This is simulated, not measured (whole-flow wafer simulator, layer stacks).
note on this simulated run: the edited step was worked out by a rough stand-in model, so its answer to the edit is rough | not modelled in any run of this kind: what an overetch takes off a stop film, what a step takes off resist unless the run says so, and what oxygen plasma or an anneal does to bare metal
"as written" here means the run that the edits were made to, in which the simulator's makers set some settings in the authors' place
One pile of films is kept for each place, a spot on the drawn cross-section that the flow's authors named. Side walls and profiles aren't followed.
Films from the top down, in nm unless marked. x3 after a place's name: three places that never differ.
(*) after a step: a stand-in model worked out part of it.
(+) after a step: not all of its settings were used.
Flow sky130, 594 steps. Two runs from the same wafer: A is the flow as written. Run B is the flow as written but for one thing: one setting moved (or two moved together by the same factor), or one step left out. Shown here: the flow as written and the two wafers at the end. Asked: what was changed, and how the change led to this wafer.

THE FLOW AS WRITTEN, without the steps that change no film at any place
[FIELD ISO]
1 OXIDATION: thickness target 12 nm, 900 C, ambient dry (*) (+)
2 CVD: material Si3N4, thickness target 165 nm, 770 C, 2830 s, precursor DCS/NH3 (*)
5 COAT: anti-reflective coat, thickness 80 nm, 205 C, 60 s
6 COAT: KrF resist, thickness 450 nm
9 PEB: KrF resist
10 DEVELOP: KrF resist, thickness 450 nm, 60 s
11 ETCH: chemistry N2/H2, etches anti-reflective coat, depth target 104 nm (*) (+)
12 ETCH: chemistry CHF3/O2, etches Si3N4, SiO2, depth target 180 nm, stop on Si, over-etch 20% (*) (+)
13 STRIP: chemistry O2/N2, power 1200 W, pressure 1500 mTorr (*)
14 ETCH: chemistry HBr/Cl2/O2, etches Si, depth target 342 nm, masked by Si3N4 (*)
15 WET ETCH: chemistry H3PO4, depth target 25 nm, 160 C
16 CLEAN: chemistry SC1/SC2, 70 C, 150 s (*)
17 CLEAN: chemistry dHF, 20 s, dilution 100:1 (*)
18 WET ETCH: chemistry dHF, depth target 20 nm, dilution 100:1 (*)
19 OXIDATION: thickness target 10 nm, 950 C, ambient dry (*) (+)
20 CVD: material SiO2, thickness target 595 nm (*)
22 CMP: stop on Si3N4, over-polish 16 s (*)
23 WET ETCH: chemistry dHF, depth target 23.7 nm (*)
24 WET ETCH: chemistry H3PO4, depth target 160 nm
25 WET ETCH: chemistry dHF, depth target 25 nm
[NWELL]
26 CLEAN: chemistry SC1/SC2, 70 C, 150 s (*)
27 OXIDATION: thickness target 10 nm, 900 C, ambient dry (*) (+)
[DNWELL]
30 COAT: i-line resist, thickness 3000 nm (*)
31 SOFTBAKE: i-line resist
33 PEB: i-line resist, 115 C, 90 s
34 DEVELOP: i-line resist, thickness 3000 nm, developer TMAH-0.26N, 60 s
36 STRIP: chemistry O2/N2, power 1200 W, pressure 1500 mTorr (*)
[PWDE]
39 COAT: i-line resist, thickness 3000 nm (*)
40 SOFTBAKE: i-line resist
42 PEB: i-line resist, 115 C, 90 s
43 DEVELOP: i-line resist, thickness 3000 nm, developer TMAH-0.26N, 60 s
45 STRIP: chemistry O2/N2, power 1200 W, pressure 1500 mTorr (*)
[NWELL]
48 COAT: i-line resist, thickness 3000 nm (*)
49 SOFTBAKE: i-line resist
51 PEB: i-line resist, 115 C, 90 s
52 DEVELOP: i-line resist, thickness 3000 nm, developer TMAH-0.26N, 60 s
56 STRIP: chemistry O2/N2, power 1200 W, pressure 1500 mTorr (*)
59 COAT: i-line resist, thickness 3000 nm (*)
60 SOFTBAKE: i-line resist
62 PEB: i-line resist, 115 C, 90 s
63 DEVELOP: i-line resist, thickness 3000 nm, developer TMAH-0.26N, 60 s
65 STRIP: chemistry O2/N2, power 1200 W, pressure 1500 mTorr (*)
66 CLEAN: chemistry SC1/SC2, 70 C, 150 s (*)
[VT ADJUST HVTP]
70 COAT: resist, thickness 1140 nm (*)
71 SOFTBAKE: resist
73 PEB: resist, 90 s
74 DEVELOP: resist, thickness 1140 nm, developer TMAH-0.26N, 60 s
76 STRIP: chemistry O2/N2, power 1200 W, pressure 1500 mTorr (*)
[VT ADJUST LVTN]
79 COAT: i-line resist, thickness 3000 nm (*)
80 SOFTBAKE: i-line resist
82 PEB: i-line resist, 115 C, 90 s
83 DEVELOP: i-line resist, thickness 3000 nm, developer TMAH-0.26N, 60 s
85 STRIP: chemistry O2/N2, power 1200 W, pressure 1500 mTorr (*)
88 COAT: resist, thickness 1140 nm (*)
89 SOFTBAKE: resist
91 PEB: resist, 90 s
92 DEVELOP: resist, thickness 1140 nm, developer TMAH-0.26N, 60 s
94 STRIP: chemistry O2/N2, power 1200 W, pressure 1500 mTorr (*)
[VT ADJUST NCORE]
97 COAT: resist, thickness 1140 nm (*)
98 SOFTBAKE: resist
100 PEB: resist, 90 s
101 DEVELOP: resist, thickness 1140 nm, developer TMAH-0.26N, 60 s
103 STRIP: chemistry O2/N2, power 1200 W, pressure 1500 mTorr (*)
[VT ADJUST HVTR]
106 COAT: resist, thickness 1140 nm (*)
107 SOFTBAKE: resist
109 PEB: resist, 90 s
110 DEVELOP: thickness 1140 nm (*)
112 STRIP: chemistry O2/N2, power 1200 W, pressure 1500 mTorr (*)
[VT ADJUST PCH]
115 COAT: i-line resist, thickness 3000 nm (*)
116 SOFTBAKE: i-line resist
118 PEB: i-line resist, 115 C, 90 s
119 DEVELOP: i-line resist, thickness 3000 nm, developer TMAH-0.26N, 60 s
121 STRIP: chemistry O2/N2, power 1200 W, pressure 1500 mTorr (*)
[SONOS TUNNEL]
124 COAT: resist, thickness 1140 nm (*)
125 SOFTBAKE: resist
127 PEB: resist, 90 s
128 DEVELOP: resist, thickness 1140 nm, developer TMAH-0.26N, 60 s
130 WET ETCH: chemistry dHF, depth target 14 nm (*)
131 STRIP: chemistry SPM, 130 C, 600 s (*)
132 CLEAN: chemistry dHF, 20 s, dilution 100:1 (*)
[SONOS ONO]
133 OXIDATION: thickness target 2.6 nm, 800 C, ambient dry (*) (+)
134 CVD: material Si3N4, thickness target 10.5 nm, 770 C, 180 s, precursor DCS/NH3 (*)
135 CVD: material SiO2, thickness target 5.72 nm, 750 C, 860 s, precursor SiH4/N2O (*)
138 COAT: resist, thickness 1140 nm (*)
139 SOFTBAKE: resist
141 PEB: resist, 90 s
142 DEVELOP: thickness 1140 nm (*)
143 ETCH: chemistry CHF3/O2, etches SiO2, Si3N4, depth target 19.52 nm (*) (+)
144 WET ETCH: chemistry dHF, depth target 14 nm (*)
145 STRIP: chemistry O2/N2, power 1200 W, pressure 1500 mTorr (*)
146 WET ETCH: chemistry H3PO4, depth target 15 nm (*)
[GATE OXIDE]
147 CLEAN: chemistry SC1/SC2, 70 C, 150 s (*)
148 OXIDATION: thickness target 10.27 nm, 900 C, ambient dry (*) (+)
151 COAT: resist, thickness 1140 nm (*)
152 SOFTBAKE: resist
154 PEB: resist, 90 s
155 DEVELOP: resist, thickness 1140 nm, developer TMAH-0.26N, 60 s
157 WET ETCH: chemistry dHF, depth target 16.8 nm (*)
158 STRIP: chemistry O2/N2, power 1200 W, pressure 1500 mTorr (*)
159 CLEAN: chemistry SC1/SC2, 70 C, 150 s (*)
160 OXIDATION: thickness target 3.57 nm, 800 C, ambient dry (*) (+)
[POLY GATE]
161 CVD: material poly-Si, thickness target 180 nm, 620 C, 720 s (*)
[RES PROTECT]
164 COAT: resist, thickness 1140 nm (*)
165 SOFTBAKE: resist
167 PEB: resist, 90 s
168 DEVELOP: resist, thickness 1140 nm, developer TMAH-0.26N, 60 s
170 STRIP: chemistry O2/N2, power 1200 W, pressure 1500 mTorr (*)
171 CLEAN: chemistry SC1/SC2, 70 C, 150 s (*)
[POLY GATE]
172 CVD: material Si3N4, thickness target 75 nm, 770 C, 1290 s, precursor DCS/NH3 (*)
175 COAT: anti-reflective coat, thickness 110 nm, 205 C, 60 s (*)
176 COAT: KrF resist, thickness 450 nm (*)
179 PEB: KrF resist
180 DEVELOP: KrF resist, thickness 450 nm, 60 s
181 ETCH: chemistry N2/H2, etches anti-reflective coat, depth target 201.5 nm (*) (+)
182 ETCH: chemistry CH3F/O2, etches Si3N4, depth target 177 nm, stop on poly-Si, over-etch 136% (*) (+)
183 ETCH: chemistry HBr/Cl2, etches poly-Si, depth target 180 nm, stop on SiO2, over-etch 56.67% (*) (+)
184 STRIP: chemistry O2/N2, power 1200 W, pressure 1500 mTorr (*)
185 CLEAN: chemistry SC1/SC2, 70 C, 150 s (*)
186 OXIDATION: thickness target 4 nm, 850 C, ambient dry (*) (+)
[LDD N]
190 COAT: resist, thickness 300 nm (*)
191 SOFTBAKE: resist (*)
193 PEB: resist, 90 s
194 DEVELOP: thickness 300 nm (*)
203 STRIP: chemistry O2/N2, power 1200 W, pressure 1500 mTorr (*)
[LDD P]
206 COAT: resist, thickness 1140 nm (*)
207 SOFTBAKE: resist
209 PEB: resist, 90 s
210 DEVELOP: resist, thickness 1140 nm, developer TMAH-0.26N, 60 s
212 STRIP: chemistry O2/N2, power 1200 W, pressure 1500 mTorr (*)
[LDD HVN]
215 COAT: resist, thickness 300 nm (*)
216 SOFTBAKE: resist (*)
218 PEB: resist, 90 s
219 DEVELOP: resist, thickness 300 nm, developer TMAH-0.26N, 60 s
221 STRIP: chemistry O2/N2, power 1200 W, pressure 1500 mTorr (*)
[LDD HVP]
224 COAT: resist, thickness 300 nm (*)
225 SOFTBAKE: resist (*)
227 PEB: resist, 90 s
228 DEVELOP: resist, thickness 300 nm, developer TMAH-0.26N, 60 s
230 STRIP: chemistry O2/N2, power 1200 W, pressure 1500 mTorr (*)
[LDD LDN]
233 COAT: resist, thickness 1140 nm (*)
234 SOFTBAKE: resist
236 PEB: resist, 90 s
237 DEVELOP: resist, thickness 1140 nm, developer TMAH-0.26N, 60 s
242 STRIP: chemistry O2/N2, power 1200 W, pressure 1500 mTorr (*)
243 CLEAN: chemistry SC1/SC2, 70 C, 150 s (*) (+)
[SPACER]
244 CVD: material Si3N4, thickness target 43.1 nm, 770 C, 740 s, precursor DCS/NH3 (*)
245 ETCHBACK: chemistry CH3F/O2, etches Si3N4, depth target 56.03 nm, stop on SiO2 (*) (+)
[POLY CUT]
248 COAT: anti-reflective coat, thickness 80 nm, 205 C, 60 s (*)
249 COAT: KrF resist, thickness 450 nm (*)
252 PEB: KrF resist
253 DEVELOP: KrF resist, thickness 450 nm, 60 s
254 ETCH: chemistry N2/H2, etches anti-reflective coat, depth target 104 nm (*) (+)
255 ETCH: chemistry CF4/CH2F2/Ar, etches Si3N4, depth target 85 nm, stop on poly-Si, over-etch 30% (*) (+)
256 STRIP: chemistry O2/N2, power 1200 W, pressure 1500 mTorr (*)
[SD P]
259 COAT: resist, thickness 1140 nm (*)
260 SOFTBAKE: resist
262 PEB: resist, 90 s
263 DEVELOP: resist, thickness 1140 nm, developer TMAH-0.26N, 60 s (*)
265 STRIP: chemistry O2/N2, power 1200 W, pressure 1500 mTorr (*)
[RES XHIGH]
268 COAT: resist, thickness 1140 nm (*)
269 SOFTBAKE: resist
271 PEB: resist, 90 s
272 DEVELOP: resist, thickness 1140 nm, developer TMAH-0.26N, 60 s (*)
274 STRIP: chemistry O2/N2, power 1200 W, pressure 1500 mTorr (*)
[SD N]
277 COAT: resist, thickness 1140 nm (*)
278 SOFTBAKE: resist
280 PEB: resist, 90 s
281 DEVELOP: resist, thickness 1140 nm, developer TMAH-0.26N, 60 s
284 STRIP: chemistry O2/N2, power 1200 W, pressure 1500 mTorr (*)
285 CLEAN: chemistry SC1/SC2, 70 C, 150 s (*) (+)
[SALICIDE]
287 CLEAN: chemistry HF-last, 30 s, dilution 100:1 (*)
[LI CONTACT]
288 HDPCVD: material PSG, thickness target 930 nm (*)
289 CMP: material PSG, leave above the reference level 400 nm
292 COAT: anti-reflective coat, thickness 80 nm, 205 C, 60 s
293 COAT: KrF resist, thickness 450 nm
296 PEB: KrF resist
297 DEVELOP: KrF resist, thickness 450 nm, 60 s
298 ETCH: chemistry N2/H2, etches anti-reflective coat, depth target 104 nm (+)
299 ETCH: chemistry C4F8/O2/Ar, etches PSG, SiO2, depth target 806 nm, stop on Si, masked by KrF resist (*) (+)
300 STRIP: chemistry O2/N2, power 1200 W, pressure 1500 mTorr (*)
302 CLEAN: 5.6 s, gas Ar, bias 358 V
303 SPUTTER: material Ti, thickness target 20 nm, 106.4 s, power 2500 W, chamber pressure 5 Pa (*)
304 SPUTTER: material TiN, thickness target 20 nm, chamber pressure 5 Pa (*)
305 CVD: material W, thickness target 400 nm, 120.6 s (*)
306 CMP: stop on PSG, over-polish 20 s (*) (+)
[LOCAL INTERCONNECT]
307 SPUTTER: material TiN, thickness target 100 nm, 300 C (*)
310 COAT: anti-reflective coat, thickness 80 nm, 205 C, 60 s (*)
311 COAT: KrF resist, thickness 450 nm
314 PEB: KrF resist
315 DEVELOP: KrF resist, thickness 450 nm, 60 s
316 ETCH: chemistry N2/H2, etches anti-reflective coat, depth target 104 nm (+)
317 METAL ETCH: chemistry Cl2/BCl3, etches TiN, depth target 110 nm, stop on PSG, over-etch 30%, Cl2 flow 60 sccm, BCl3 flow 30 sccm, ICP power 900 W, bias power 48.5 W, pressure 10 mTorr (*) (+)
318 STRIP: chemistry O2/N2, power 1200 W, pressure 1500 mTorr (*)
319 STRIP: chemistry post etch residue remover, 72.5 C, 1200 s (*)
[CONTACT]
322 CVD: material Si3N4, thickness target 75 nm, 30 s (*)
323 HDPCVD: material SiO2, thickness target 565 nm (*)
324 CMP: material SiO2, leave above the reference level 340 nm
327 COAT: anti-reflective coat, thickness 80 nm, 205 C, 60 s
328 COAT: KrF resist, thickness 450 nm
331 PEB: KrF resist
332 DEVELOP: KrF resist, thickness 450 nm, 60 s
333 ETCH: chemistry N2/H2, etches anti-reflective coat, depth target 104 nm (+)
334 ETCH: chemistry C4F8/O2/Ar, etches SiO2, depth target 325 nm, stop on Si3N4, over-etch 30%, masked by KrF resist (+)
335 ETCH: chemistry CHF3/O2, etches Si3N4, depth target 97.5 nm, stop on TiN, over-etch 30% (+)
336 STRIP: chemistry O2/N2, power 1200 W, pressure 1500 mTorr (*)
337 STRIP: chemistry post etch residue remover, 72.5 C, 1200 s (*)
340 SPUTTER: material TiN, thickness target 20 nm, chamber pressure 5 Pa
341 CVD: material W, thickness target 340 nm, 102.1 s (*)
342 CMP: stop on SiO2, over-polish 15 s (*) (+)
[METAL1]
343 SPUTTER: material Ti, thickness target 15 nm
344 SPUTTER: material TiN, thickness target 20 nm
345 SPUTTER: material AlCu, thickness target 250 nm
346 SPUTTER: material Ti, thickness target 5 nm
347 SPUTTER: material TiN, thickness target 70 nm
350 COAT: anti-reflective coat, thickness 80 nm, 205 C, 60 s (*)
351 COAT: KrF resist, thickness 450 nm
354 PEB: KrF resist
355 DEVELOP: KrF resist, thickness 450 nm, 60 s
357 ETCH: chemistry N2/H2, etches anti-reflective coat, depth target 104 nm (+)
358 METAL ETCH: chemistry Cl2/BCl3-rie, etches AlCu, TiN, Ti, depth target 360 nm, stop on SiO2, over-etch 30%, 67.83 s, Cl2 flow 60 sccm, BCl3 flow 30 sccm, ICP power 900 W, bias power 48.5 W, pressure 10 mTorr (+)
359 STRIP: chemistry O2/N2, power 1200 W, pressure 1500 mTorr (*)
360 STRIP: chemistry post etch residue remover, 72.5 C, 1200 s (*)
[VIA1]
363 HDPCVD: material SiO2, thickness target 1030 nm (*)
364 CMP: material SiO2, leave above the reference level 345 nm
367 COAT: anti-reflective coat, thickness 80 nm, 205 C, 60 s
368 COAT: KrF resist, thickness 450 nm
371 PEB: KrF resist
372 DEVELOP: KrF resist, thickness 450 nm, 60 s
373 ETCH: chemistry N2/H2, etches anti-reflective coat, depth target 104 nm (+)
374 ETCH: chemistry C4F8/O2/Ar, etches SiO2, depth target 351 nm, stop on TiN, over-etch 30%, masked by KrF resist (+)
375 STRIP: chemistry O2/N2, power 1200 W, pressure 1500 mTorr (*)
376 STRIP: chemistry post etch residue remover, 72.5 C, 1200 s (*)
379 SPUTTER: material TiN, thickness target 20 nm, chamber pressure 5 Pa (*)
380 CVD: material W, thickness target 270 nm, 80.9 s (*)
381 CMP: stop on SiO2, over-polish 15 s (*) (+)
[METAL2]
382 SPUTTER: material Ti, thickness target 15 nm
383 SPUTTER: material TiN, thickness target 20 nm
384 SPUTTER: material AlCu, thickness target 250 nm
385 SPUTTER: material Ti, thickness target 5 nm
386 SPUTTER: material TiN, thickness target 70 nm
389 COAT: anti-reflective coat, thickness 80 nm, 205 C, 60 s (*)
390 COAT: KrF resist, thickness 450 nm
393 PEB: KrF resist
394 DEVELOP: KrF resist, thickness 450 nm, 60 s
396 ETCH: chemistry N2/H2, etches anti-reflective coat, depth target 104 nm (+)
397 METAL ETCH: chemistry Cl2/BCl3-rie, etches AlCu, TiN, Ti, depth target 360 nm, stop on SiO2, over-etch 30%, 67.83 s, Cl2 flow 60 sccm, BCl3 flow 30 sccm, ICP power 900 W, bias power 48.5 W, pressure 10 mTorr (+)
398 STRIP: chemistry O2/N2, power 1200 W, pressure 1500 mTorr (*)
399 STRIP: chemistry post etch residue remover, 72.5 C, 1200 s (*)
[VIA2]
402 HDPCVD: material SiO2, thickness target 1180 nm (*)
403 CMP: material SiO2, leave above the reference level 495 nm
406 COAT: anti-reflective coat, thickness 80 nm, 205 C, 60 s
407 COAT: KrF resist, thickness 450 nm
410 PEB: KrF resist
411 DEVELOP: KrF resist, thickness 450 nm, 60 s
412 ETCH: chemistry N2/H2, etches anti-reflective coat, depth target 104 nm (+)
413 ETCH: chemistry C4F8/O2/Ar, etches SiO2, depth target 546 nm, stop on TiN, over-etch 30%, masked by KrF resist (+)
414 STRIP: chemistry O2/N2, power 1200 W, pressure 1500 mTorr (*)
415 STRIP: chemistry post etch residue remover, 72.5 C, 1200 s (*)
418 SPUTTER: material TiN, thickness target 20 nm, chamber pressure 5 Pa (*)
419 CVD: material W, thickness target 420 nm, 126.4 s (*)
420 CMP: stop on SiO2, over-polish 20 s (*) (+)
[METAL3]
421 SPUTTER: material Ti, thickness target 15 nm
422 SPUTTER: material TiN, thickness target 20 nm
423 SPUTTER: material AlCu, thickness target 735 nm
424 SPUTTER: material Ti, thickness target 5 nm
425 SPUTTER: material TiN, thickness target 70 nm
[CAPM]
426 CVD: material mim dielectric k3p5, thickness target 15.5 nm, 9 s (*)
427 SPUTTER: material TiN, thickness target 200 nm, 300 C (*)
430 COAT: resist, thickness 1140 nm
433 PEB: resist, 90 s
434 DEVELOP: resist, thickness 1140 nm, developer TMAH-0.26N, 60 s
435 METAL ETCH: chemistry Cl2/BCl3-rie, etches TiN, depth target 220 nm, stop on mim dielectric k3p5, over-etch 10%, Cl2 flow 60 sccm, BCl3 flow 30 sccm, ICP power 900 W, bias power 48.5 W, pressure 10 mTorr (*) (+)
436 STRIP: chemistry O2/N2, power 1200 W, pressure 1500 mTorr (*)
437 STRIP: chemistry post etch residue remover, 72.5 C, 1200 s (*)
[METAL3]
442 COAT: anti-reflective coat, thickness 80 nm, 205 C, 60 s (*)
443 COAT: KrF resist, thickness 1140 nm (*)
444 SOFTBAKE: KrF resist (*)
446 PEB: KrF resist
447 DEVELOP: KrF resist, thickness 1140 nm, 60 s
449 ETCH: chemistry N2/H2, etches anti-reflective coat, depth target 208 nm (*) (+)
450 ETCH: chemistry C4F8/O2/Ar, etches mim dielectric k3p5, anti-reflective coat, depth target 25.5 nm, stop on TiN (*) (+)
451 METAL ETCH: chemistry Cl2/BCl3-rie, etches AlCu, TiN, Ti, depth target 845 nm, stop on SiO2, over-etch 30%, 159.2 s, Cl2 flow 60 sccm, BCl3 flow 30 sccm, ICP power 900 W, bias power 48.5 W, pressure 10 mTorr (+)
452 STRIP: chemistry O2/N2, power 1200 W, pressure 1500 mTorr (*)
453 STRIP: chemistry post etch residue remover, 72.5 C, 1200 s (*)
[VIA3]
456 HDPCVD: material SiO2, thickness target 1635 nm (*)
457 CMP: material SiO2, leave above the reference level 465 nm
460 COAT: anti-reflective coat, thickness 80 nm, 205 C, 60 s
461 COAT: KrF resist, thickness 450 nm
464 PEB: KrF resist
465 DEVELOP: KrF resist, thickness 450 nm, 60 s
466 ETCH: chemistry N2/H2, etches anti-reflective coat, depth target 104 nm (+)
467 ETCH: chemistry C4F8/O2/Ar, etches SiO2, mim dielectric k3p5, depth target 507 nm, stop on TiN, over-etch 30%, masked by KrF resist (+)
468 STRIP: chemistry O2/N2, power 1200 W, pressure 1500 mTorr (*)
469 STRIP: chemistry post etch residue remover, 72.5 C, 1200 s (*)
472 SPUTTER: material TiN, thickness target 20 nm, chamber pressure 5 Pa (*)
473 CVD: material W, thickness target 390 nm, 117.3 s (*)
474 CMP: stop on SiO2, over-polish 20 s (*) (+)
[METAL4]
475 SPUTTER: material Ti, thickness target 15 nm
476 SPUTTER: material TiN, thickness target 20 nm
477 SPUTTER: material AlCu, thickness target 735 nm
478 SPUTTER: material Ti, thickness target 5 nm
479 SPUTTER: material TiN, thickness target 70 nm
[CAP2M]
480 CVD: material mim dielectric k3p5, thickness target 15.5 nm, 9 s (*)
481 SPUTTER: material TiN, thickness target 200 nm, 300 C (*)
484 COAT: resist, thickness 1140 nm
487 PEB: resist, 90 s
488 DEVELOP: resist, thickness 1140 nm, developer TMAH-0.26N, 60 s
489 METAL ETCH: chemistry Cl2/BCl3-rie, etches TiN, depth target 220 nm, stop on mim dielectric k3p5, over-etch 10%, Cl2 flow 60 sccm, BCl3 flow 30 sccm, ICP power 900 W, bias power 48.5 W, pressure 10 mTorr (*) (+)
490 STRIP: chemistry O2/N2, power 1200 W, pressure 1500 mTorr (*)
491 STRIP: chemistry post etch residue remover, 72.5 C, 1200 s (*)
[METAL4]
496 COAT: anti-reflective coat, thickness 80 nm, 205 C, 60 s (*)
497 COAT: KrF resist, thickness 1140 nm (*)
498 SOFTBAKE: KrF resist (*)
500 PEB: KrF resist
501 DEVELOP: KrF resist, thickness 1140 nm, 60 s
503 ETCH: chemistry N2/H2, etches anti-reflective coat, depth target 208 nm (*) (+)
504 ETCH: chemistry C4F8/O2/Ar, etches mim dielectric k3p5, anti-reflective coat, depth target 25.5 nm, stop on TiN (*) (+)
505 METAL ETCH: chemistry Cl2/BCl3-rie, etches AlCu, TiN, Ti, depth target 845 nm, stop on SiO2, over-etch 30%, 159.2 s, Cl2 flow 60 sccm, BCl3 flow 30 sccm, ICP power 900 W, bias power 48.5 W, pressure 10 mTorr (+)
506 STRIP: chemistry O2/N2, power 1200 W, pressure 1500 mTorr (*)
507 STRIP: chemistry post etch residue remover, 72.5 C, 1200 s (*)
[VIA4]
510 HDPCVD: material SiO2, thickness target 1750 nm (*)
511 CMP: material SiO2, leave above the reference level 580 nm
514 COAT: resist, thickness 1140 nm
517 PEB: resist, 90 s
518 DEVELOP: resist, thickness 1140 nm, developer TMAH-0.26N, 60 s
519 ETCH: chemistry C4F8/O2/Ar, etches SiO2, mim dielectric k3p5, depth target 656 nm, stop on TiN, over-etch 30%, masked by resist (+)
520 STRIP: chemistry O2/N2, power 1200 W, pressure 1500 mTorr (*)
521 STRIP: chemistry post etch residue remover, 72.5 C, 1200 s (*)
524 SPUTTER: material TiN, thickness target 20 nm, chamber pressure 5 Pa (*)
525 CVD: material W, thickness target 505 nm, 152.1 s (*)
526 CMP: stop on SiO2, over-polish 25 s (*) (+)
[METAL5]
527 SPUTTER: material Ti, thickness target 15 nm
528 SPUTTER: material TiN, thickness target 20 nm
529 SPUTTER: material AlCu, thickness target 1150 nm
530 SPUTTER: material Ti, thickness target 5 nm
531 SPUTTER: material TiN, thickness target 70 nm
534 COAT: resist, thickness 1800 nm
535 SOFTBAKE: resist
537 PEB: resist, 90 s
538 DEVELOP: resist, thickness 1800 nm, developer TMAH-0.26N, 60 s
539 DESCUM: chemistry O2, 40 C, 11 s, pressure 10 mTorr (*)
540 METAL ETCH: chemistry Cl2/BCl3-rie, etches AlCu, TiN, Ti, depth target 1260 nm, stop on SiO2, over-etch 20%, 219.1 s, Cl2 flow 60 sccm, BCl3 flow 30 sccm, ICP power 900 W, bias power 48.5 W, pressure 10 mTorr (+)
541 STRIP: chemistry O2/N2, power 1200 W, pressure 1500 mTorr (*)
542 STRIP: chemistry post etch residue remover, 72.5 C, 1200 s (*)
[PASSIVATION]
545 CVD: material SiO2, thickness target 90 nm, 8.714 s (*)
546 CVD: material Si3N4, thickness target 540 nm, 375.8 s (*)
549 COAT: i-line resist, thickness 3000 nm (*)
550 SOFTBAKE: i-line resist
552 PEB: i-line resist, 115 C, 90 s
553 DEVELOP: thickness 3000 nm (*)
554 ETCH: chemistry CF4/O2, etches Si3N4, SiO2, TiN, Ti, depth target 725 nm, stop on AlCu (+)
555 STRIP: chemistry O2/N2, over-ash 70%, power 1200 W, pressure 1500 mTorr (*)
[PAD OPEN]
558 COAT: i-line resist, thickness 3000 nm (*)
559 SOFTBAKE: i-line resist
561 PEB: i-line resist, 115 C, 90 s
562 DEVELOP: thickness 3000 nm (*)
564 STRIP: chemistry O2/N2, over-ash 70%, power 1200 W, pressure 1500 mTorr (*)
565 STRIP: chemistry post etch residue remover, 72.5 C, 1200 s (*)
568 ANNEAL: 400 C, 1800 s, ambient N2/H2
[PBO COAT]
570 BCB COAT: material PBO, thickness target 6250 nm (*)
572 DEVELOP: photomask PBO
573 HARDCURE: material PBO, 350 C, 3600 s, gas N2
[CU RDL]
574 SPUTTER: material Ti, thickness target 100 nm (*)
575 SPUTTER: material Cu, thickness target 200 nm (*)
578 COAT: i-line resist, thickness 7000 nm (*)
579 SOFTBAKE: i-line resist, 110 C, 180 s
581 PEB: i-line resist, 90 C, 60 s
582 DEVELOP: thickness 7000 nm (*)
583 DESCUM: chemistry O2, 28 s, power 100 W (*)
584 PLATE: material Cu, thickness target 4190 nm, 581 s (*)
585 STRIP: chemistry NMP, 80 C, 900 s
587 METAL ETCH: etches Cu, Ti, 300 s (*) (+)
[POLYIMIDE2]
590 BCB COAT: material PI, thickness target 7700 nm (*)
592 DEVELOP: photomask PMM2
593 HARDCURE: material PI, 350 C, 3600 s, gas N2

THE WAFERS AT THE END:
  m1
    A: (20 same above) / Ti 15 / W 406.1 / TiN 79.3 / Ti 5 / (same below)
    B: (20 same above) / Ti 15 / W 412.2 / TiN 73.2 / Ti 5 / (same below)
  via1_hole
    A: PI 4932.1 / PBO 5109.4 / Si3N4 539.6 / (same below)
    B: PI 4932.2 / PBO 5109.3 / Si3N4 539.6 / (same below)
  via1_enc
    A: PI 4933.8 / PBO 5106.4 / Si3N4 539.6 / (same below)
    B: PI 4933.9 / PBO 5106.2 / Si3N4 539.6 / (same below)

The cause: step 418, SPUTTER: thickness target 8 nm was run, where the flow has thickness target 20 nm.

How the change led to this, step by step:
  418 SPUTTER: material TiN, thickness target 20 nm, chamber pressure 5 Pa (*)
      field, active, n_well and 186 more: A TiN +20 (new film) | B TiN +8 (new film)
      m1: A TiN +10.2 | B TiN +4.09
      (and at 1 more place)
  420 CMP: stop on SiO2, over-polish 20 s (*) (+)
      field, active, n_well and 186 more: A W -420 (all of it), TiN -20 (all of it), SiO2 -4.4 | B W -420 (all of it), TiN -8 (all of it), SiO2 -4.4
      m1, via2_hole: A W -445 | B W -433
